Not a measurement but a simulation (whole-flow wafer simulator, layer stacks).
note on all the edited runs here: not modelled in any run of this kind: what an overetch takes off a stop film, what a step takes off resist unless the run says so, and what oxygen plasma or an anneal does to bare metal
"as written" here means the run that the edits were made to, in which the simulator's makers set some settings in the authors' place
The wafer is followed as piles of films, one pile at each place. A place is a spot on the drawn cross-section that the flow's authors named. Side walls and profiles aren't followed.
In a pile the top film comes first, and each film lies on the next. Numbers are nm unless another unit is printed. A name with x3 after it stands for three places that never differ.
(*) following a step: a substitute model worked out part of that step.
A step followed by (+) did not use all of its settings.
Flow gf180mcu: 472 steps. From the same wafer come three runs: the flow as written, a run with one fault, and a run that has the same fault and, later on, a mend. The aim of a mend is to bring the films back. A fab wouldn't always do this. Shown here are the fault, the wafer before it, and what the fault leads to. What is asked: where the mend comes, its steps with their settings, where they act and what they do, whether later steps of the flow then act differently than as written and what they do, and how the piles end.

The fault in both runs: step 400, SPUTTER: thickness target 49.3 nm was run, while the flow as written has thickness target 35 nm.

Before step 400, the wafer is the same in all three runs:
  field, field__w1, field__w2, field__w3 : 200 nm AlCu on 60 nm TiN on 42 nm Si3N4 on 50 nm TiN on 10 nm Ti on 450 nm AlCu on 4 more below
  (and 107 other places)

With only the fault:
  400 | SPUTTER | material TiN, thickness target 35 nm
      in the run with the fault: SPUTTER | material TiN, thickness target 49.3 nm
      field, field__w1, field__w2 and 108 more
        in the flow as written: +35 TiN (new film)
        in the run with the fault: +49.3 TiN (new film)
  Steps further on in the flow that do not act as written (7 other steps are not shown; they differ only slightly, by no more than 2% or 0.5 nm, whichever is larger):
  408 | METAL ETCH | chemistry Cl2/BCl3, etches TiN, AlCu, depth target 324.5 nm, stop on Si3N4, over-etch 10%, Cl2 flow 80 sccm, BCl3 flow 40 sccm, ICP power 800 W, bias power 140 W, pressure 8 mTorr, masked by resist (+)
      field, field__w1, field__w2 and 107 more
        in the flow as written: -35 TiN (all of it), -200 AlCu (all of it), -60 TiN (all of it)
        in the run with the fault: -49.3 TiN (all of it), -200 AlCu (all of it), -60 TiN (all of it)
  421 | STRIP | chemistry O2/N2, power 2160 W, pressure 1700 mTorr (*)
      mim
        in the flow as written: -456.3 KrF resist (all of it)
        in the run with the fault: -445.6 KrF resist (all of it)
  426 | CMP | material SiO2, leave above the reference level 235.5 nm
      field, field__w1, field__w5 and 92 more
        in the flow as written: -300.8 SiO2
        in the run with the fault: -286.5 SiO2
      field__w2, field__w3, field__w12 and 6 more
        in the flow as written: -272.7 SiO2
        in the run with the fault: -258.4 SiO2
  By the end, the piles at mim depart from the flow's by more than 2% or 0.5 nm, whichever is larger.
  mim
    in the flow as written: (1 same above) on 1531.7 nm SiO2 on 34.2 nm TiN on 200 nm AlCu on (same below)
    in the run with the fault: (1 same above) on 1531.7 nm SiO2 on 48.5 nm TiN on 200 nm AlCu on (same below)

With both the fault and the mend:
  The mend stands after step 407.
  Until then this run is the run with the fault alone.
  407a | STRIP | chemistry O2/N2, power 2160 W, pressure 1700 mTorr (*)
      mim
        -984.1 resist (all of it)
  407b | METAL ETCH | chemistry Cl2/BCl3, etches TiN, AlCu, Ti, depth target 14.3 nm, Cl2 flow 80 sccm, BCl3 flow 40 sccm, ICP power 800 W, bias power 140 W, pressure 8 mTorr (the flow's step 260 again, with other settings)
      field, field__w1, field__w2 and 108 more
        -14.3 TiN
  407c | HMDS | 120 C, 60 s (the flow's step 402 again)
      leaves every film unchanged at each place that is followed
  407d | COAT | resist, thickness 1000 nm (the flow's step 403 again)
      field, field__w1, field__w2 and 108 more
        +1000 resist (new film)
  407e | SOFTBAKE | resist (the flow's step 404 again)
      leaves every film unchanged at each place that is followed
  407f | EXPOSE | photomask FuseTop (the flow's step 405 again)
      leaves every film unchanged at each place that is followed
  407g | PEB | resist, 70.3 s (the flow's step 406 again)
      field, field__w1, field__w2 and 108 more
        -15.9 resist
  407h | DEVELOP | thickness 1000 nm, 60 s (the flow's step 407 again)
      field, field__w1, field__w2 and 107 more
        -984.1 resist (all of it)
  Every later step of the flow that is run acts as written at every place that is followed.
  At every place that both follow, the piles at the end match the flow's.
